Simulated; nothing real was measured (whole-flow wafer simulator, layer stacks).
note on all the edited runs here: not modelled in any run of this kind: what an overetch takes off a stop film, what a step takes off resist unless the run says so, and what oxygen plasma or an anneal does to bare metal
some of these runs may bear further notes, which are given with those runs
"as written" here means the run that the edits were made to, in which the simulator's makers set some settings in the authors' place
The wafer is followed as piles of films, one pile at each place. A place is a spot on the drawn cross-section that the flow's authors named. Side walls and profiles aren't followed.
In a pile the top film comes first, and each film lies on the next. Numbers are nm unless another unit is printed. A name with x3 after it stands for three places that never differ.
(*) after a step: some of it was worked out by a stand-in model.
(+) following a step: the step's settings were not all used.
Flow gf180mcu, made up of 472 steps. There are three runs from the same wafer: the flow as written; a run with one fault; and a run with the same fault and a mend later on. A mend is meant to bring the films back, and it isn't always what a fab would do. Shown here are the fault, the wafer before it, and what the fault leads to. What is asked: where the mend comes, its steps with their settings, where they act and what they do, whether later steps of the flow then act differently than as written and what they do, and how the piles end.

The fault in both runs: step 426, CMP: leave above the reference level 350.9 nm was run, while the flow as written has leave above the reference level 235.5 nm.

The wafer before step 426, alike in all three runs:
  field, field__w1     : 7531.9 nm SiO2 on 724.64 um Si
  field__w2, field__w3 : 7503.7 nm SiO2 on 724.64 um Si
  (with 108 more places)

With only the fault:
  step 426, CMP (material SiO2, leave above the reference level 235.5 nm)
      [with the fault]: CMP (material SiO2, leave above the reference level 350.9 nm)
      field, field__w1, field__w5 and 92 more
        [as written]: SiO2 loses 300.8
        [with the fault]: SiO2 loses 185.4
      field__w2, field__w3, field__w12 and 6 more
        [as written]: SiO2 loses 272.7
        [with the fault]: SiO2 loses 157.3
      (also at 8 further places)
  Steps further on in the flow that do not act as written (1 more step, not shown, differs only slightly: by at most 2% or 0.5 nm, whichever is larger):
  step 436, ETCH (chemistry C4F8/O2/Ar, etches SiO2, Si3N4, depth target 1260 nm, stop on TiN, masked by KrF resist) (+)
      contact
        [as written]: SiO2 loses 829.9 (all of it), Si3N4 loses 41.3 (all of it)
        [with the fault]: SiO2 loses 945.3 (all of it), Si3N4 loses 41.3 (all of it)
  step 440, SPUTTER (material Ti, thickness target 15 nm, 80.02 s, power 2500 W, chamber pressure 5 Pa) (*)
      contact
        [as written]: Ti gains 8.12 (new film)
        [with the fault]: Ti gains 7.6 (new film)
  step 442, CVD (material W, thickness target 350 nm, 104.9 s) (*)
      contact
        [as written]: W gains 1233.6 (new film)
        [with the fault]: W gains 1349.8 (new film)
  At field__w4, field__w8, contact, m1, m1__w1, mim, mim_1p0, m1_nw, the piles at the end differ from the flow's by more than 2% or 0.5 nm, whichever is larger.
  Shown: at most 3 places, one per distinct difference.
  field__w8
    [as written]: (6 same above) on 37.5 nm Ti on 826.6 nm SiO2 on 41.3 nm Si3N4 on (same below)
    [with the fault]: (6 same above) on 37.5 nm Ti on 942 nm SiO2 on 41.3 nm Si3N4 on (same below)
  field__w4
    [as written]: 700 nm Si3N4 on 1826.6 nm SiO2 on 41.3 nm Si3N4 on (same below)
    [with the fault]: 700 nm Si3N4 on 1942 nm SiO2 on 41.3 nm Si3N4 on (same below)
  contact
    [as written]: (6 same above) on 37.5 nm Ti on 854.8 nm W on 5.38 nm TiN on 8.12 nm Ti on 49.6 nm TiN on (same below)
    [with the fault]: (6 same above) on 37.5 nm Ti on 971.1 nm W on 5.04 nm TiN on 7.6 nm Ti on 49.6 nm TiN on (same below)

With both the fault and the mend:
  After step 434 comes the mend.
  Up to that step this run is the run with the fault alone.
  step 434a, STRIP (chemistry O2/N2, power 2160 W, pressure 1700 mTorr) (*)
      field, field__w1, field__w2 and 108 more
        KrF resist loses 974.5 (all of it), anti-reflective coat loses 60 (all of it)
      contact
        anti-reflective coat loses 60 (all of it)
  step 434b, CMP (material SiO2, leave above the reference level 235.5 nm) (the flow's step 426, run once more)
      field, field__w1, field__w2 and 109 more
        SiO2 loses 115.4
  step 434c, HMDS (120 C, 60 s) (the flow's step 428, run once more)
      does not change any film at any place that is followed
  step 434d, COAT (anti-reflective coat, thickness 60 nm, 182 C, 71 s) (the flow's step 429, run once more)
      field, field__w1, field__w2 and 109 more
        anti-reflective coat gains 60 (new film)
  step 434e, COAT (KrF resist, thickness 1000 nm) (the flow's step 430, run once more)
      field, field__w1, field__w2 and 109 more
        KrF resist gains 1000 (new film)
  step 434f, SOFTBAKE (KrF resist) (the flow's step 431, run once more)
      does not change any film at any place that is followed
  step 434g, EXPOSE (photomask Via5) (the flow's step 432, run once more)
      does not change any film at any place that is followed
  step 434h, PEB (KrF resist, 135 C, 90 s) (the flow's step 433, run once more)
      field, field__w1, field__w2 and 109 more
        KrF resist loses 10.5
  step 434i, DEVELOP (KrF resist, thickness 1000 nm, 60 s) (the flow's step 434, run once more)
      field, field__w1, field__w2 and 108 more
        KrF resist loses 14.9
      contact
        KrF resist loses 989.5 (all of it)
  Later steps of the flow that are run all act as written at every place that is followed.
  The piles end the same as the flow's at every place that both follow.
